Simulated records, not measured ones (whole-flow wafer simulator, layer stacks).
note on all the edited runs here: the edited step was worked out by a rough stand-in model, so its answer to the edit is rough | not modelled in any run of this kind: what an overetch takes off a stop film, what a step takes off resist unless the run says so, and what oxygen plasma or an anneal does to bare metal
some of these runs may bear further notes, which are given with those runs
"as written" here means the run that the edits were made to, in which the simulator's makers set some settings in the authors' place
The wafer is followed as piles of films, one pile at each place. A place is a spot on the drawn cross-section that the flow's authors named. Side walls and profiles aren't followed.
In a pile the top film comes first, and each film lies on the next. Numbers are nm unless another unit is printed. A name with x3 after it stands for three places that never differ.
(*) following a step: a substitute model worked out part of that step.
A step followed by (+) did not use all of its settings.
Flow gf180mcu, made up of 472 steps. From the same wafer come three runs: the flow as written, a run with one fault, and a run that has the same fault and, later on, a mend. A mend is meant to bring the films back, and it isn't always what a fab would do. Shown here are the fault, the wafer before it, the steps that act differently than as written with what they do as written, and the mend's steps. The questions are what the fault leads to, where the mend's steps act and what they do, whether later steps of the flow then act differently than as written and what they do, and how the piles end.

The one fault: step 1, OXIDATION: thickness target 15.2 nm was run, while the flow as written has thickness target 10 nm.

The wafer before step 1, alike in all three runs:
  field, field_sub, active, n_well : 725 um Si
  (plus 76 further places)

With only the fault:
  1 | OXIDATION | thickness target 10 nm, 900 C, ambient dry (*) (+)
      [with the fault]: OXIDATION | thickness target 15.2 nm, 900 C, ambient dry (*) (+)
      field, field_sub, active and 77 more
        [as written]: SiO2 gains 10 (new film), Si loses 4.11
        [with the fault]: SiO2 gains 15.2 (new film), Si loses 6.4
  Later steps of the flow acting differently than as written (92 more steps, not shown, differ only slightly: by at most 2% or 0.5 nm, whichever is larger):
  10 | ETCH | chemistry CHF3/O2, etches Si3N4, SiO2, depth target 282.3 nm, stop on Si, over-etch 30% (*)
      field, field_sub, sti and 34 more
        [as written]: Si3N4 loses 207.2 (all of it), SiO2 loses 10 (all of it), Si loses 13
        [with the fault]: Si3N4 loses 207.2 (all of it), SiO2 loses 15.2 (all of it), Si loses 12
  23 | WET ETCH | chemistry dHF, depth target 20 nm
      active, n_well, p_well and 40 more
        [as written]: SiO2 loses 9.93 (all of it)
        [with the fault]: SiO2 loses 15.1 (all of it)
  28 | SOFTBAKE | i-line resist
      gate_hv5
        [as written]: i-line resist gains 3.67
        [with the fault]: i-line resist gains 4.23
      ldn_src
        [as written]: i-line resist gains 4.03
        [with the fault]: i-line resist gains 4.55
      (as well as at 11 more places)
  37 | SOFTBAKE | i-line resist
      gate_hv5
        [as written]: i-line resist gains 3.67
        [with the fault]: i-line resist gains 4.23
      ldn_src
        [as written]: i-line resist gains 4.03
        [with the fault]: i-line resist gains 4.55
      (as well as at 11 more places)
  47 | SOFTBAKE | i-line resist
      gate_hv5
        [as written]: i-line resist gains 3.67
        [with the fault]: i-line resist gains 4.23
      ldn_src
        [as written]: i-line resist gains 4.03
        [with the fault]: i-line resist gains 4.55
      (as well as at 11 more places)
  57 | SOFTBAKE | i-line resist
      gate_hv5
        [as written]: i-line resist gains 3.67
        [with the fault]: i-line resist gains 4.23
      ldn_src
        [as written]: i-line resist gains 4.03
        [with the fault]: i-line resist gains 4.55
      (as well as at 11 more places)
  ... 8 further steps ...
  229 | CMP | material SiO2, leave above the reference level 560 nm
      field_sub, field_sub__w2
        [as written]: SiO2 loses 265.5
        [with the fault]: SiO2 loses 271.3
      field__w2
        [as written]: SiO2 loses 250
        [with the fault]: SiO2 loses 256.3
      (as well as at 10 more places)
  At ld_sd_n, the piles at the end differ from the flow's by more than 2% or 0.5 nm, whichever is larger.
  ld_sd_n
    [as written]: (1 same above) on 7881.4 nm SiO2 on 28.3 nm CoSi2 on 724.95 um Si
    [with the fault]: (1 same above) on 7881.4 nm SiO2 on 27.7 nm CoSi2 on 724.95 um Si

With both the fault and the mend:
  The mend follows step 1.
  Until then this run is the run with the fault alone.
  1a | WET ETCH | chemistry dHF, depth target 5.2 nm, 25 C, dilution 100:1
      field, field_sub, active and 77 more
        SiO2 loses 5.2
  Every later step of the flow that is run acts as written at every place that is followed.
  The piles end only slightly different from the flow's at the places that both follow, by no more than 2% or 0.5 nm, whichever is larger.
